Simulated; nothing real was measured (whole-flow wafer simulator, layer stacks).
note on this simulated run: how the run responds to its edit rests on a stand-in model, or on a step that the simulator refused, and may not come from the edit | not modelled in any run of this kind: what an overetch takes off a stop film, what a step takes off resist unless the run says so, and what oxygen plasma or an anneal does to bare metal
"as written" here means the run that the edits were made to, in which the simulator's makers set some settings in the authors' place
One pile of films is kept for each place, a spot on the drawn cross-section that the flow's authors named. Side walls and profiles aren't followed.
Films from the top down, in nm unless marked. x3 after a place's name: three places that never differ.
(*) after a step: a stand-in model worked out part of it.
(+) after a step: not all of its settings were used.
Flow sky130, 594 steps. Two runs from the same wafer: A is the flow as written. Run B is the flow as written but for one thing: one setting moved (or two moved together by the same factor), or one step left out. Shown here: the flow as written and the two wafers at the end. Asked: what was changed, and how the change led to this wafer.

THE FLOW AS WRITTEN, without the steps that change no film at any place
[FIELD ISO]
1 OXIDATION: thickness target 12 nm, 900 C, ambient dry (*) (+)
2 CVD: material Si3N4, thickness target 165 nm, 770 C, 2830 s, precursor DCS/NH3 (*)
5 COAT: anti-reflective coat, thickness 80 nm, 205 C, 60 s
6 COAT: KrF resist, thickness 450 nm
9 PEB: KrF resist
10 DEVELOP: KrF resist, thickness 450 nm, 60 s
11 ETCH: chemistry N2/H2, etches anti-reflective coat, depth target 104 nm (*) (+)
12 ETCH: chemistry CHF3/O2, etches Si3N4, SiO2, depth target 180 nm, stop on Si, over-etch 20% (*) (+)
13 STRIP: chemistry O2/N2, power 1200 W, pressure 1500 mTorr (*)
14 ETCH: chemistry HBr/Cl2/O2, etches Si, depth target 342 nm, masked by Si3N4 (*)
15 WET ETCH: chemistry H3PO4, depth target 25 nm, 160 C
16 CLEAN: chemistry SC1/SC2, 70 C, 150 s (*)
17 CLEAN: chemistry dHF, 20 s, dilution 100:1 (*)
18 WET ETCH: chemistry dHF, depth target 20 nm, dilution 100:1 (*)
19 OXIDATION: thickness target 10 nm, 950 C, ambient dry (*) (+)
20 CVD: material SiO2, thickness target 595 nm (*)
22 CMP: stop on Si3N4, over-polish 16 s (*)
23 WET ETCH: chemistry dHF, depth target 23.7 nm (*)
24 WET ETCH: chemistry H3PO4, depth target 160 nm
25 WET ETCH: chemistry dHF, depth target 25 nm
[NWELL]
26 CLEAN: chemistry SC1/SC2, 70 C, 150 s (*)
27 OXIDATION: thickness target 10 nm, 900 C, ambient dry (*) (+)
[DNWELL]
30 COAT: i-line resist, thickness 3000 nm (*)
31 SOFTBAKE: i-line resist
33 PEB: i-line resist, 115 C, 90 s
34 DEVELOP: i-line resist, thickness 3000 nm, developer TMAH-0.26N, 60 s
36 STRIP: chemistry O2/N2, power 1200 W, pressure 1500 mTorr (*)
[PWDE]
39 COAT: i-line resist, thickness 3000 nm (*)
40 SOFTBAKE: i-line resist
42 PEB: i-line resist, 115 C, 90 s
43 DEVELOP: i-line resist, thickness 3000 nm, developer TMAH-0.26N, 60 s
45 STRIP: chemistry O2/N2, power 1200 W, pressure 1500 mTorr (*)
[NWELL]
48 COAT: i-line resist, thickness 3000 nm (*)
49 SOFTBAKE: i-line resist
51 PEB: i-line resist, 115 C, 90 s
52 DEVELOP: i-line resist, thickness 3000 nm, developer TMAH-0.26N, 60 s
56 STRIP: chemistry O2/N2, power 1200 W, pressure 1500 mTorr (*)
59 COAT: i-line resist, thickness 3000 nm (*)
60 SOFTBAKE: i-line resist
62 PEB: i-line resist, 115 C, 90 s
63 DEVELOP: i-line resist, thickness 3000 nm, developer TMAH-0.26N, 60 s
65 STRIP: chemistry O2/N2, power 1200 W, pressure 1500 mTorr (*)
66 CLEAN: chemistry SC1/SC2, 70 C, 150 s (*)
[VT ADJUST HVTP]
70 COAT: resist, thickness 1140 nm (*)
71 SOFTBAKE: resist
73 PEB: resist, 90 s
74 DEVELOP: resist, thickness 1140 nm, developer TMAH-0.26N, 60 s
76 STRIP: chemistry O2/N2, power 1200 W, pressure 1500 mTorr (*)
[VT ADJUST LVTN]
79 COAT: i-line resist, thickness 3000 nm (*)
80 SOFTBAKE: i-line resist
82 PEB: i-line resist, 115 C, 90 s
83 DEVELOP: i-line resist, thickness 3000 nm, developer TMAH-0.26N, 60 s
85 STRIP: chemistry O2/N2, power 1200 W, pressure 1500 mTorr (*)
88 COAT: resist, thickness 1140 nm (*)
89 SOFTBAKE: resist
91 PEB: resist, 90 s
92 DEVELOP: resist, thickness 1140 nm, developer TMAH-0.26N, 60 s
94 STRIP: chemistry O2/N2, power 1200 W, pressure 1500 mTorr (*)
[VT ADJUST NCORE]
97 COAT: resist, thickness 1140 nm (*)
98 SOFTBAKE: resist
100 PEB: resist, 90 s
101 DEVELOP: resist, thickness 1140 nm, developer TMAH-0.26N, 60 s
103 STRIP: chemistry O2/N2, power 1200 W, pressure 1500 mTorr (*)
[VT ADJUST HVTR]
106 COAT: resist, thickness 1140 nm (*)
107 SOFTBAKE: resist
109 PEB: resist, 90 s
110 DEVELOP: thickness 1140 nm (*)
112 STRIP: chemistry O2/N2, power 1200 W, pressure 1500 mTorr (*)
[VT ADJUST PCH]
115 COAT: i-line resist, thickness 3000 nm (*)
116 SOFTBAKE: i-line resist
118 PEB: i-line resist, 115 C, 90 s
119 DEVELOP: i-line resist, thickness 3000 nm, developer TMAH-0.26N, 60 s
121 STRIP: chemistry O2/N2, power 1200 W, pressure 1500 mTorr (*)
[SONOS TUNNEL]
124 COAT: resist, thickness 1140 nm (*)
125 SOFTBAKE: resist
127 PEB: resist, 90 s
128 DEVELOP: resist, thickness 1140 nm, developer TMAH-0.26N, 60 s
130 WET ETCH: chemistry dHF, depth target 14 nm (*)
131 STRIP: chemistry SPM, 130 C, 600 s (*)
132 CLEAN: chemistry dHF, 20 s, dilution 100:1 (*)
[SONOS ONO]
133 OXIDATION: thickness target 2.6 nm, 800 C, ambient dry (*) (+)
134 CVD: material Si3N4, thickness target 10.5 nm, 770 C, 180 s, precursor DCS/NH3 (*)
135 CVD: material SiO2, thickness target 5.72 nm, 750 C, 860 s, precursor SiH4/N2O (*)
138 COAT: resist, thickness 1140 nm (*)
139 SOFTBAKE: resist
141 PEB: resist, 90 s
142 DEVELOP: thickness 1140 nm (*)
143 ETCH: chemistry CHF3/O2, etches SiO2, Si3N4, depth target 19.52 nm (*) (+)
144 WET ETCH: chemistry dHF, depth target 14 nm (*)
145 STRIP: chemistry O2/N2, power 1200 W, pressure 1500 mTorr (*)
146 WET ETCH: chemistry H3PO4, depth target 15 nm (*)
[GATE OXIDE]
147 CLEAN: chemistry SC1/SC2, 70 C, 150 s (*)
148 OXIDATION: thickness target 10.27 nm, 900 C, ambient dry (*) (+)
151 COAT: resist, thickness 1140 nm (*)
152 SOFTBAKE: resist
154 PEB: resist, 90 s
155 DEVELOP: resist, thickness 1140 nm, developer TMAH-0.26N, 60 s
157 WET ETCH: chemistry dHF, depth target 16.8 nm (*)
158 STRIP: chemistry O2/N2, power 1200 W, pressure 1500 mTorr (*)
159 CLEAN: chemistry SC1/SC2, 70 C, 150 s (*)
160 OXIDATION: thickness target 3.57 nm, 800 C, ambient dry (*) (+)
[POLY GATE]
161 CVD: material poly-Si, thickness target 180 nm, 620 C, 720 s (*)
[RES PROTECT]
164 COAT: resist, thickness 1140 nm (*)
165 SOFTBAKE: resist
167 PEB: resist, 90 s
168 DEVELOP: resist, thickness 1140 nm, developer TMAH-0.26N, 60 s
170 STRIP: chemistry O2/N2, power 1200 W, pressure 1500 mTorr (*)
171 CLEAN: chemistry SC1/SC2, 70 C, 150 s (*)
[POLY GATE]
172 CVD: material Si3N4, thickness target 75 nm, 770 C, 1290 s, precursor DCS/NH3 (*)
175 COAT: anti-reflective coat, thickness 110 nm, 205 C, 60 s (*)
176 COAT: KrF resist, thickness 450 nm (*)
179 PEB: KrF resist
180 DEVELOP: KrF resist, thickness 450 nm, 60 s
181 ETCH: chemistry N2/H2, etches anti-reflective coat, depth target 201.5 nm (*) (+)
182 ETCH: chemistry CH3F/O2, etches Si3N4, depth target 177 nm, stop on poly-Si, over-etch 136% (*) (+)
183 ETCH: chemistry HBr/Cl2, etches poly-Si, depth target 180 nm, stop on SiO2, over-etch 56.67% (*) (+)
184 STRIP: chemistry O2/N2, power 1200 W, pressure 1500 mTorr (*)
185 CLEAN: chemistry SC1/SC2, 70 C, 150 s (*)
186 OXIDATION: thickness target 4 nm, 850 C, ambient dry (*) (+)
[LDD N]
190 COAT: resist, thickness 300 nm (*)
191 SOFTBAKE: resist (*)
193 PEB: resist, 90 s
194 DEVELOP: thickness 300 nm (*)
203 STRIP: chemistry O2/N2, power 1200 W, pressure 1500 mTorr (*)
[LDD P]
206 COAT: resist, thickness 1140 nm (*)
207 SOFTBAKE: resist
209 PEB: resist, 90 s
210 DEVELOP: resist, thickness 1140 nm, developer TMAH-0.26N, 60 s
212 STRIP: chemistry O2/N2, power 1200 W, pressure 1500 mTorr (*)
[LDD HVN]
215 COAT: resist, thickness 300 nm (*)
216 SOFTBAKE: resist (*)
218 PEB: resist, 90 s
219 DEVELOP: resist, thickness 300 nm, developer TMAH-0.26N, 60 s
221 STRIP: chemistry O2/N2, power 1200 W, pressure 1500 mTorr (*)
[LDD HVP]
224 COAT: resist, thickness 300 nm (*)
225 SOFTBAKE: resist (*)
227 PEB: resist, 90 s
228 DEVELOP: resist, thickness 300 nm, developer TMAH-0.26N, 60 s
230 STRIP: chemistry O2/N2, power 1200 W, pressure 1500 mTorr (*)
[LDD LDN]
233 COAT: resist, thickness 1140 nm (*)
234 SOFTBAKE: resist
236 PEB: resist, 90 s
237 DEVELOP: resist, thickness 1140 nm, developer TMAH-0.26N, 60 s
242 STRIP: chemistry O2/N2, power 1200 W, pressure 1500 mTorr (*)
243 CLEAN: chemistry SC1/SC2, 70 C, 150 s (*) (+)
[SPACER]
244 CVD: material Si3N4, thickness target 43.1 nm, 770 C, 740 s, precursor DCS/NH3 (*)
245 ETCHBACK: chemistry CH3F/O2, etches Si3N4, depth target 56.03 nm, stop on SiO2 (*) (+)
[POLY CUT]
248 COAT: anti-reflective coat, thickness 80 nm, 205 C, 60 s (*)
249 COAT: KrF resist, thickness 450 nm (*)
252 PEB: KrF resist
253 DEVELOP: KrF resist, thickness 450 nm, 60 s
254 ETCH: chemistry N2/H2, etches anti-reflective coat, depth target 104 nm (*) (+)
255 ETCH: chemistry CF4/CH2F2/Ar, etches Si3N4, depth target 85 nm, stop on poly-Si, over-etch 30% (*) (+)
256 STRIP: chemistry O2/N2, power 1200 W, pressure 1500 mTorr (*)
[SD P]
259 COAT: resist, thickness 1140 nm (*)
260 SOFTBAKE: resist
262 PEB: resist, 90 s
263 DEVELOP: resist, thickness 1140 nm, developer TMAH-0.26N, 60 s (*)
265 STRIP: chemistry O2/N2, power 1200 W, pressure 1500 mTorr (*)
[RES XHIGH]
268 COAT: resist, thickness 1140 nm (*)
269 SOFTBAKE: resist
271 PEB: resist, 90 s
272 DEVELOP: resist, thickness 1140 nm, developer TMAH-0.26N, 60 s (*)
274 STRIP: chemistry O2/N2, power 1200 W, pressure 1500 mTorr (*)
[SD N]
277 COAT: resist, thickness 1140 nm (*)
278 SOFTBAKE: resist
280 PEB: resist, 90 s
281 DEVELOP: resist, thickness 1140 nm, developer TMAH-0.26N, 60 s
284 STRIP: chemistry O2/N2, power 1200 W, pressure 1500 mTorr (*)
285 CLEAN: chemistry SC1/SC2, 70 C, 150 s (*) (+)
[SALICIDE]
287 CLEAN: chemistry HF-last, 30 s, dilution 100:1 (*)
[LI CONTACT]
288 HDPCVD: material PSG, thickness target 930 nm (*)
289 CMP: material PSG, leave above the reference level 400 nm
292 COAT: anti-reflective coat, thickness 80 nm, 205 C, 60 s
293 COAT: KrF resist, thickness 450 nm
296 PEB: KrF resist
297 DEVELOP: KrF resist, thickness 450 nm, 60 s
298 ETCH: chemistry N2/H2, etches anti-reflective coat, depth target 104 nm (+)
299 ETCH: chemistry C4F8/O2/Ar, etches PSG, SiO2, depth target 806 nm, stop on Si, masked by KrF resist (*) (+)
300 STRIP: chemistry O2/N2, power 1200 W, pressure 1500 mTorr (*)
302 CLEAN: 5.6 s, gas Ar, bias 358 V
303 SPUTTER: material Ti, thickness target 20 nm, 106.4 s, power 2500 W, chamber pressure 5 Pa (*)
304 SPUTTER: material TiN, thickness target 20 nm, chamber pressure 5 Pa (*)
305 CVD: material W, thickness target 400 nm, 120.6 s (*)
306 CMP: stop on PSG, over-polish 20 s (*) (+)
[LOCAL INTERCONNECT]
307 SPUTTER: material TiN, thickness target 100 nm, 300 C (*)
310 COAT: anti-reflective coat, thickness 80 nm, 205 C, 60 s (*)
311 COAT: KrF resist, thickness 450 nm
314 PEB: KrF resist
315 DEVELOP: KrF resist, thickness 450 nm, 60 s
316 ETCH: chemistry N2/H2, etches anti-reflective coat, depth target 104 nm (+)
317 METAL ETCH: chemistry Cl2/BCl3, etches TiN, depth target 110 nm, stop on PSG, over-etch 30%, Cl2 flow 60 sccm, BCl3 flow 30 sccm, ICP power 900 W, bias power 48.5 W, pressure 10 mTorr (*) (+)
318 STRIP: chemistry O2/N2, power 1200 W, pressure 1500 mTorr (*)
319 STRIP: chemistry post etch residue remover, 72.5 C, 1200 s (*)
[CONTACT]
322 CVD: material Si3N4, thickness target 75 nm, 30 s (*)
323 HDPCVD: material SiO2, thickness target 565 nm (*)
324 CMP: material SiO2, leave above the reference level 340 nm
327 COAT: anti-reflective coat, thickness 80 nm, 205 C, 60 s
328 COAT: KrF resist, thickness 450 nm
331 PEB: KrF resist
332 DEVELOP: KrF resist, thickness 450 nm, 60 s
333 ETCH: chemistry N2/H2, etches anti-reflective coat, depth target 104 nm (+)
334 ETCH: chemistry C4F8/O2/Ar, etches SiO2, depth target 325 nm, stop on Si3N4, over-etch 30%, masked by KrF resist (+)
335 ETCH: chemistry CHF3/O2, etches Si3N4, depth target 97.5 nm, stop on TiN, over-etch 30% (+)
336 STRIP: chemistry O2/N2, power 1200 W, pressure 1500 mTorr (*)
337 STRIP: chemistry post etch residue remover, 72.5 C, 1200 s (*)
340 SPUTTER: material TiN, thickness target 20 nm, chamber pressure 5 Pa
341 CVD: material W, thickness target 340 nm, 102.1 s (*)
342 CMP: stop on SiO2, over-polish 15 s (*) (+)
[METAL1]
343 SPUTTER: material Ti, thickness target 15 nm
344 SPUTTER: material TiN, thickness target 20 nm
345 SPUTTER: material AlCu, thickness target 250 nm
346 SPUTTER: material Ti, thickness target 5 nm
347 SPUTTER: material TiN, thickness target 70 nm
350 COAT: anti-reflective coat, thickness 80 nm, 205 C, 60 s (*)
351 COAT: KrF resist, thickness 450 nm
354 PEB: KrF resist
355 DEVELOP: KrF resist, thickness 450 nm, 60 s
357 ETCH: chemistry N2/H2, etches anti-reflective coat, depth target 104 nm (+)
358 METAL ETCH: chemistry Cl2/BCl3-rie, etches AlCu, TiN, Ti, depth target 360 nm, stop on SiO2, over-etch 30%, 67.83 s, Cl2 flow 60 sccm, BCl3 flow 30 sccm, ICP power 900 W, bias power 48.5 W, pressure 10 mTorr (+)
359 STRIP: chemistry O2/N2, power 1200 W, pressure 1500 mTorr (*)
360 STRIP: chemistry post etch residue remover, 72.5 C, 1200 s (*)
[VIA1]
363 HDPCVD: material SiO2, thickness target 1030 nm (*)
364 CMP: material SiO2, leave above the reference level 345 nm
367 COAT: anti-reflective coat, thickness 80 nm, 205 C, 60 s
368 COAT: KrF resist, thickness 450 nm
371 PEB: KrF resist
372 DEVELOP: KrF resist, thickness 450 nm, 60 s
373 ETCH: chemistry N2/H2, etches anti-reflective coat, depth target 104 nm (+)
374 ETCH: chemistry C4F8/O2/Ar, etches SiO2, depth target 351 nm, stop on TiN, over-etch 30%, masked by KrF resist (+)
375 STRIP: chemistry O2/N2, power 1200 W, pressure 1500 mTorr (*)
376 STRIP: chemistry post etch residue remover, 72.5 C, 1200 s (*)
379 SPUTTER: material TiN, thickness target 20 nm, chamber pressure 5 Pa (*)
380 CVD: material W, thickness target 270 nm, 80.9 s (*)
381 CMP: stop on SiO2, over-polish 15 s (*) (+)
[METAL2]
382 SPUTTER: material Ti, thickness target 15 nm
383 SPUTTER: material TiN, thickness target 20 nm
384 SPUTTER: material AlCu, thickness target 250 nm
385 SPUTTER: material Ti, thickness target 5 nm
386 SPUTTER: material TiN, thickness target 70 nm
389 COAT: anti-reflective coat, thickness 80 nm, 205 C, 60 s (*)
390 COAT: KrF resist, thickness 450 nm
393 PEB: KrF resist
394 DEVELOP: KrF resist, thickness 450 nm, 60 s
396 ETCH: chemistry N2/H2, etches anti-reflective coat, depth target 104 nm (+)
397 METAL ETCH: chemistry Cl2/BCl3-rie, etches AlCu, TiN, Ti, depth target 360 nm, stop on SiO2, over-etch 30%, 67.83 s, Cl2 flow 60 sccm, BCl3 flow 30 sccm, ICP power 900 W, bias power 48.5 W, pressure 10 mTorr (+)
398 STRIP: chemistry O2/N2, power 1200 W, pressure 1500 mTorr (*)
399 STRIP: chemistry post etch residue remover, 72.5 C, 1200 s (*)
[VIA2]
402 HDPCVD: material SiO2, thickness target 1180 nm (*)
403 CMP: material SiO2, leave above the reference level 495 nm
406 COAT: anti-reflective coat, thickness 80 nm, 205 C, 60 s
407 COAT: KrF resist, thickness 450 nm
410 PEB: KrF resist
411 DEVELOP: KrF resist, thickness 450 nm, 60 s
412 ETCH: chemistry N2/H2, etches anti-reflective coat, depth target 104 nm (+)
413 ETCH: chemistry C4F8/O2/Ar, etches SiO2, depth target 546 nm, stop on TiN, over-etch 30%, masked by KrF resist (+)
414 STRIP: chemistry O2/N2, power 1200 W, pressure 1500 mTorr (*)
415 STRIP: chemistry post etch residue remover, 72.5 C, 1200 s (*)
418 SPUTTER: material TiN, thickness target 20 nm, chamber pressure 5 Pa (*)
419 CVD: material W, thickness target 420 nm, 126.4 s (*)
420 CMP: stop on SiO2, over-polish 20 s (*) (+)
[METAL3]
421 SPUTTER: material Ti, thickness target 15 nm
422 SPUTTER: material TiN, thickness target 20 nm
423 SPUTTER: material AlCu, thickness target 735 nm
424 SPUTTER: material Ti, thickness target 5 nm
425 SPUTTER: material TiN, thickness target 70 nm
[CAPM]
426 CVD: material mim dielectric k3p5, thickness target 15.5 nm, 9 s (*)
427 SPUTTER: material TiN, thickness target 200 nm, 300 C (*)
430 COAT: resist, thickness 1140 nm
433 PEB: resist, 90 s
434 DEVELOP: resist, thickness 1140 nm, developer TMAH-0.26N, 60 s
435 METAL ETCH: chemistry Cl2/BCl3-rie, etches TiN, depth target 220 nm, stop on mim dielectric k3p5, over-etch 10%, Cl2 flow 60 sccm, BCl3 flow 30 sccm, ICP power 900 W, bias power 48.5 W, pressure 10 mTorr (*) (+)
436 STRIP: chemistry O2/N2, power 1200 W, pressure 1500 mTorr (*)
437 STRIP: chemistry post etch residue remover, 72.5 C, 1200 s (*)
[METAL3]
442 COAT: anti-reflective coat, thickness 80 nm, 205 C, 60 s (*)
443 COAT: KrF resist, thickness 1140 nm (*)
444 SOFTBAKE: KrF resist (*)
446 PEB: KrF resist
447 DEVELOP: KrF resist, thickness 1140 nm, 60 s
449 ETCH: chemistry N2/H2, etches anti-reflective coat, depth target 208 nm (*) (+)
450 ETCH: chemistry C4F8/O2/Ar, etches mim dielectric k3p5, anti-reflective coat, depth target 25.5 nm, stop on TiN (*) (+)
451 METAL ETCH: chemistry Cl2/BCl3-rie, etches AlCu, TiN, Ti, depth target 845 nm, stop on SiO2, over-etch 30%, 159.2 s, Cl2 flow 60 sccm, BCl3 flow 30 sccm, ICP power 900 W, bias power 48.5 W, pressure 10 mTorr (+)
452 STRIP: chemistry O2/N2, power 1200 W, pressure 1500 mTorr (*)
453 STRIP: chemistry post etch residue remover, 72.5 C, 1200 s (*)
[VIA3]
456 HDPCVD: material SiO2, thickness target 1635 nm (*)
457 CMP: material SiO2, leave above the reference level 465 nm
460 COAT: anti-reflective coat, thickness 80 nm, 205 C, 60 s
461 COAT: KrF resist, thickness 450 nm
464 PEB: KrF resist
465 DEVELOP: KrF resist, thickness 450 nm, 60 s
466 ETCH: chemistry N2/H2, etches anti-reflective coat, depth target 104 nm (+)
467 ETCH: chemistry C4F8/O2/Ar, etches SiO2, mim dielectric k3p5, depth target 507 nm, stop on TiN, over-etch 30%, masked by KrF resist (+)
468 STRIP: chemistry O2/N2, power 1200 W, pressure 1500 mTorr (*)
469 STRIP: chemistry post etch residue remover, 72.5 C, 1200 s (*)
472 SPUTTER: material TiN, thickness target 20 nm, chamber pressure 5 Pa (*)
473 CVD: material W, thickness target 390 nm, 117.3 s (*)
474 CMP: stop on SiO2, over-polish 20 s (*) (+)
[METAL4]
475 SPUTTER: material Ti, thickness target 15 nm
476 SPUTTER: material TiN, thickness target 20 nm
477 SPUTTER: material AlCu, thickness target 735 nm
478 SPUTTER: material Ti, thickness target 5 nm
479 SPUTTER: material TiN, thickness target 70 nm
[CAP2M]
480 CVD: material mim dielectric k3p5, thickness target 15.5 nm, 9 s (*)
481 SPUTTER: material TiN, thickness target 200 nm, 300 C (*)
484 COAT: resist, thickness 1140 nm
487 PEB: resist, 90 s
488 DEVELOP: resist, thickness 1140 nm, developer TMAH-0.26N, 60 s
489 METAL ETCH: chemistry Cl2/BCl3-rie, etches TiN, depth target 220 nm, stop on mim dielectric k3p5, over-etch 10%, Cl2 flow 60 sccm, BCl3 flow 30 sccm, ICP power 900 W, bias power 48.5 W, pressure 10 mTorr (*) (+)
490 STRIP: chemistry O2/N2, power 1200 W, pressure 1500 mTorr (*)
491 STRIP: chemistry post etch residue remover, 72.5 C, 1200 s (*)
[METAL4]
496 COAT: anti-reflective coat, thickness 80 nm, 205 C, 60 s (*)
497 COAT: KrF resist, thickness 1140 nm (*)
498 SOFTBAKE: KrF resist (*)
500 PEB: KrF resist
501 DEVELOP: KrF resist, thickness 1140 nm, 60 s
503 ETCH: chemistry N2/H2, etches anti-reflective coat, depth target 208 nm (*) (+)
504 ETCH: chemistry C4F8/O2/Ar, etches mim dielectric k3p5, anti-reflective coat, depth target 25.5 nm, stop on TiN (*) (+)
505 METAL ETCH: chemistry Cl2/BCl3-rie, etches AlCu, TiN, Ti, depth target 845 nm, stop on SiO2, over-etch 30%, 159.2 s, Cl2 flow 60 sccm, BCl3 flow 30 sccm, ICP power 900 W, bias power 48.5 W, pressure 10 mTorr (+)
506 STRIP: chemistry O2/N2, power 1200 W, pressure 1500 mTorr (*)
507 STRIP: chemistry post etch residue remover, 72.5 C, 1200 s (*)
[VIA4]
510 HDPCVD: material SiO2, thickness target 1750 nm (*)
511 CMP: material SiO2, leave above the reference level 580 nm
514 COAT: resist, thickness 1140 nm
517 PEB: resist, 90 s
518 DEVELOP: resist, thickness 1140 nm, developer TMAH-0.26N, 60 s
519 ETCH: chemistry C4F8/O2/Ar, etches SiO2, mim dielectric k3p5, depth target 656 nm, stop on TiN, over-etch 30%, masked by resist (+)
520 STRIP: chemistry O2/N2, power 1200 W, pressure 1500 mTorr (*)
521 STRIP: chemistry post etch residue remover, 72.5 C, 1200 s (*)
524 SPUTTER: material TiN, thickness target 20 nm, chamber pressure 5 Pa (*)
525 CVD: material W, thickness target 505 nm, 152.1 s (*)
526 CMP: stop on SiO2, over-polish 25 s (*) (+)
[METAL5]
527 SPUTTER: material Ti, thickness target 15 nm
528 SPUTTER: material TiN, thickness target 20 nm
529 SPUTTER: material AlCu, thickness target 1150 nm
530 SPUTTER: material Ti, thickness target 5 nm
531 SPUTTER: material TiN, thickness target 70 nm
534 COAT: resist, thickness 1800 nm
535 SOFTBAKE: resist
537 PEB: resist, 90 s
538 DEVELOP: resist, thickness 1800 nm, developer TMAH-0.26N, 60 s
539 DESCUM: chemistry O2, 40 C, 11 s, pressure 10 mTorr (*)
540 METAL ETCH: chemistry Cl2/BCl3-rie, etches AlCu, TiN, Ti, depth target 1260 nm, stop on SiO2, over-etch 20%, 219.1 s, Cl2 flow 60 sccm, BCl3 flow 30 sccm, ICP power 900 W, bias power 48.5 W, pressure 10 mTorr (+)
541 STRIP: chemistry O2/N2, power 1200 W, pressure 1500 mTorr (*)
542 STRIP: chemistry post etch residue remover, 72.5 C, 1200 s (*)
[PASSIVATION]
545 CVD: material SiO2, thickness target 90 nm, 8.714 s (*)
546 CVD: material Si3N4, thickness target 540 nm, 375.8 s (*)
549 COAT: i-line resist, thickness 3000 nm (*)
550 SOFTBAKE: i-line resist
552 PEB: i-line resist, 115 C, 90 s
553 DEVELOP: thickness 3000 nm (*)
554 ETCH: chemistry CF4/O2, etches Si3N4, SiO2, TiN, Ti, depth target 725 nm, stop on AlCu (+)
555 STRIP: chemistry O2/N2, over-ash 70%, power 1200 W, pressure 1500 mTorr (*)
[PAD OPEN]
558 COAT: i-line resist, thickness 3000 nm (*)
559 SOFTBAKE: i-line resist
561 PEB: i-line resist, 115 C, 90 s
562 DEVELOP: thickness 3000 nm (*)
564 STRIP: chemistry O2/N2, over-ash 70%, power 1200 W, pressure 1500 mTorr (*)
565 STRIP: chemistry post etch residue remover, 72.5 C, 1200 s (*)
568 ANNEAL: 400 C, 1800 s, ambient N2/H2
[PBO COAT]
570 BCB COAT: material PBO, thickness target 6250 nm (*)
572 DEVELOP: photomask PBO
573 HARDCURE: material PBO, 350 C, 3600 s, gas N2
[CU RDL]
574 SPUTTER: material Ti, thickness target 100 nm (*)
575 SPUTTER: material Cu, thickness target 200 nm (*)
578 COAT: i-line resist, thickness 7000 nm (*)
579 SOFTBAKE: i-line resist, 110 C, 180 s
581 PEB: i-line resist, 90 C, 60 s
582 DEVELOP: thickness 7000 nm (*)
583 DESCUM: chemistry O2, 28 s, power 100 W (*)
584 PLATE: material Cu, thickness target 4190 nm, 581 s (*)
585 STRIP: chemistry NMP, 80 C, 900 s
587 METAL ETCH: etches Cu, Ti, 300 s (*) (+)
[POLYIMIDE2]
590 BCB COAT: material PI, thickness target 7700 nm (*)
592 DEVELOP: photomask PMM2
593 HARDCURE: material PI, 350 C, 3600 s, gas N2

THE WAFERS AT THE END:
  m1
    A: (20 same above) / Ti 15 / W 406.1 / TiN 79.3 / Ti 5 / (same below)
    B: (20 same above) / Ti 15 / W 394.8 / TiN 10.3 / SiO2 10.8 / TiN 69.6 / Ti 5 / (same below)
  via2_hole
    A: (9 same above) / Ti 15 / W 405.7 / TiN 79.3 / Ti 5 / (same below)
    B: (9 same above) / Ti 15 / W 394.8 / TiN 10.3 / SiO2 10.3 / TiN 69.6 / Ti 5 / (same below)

The cause: step 413, ETCH: depth target 409.5 nm was run, where the flow has depth target 546 nm.

How the change led to this, step by step:
  413 ETCH: chemistry C4F8/O2/Ar, etches SiO2, depth target 546 nm, stop on TiN, over-etch 30%, masked by KrF resist (+)
      m1: A SiO2 -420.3 (all of it) | B SiO2 -409.5
      via2_hole: A SiO2 -419.8 (all of it) | B SiO2 -409.5
      (and at 189 more places)
  414 STRIP: chemistry O2/N2, power 1200 W, pressure 1500 mTorr (*)
      field, active, n_well and 186 more: A KrF resist -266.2 (all of it), anti-reflective coat -80 (all of it) | B KrF resist -293.5 (all of it), anti-reflective coat -80 (all of it)
  418 SPUTTER: material TiN, thickness target 20 nm, chamber pressure 5 Pa (*)
      m1, via2_hole: A TiN +10.2 | B TiN +10.3 (new film)
Counting metal films that touch as one body, m1 has 3 bodies (between them, from the top down: SiO2 10.8; SiO2 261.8 / Si3N4 75); the flow as written gives 2 bodies (between them, from the top down: SiO2 261.8 / Si3N4 75).
Counting metal films that touch as one body, via2_hole has 2 bodies (between them, from the top down: SiO2 10.3); the flow as written gives 1 body.
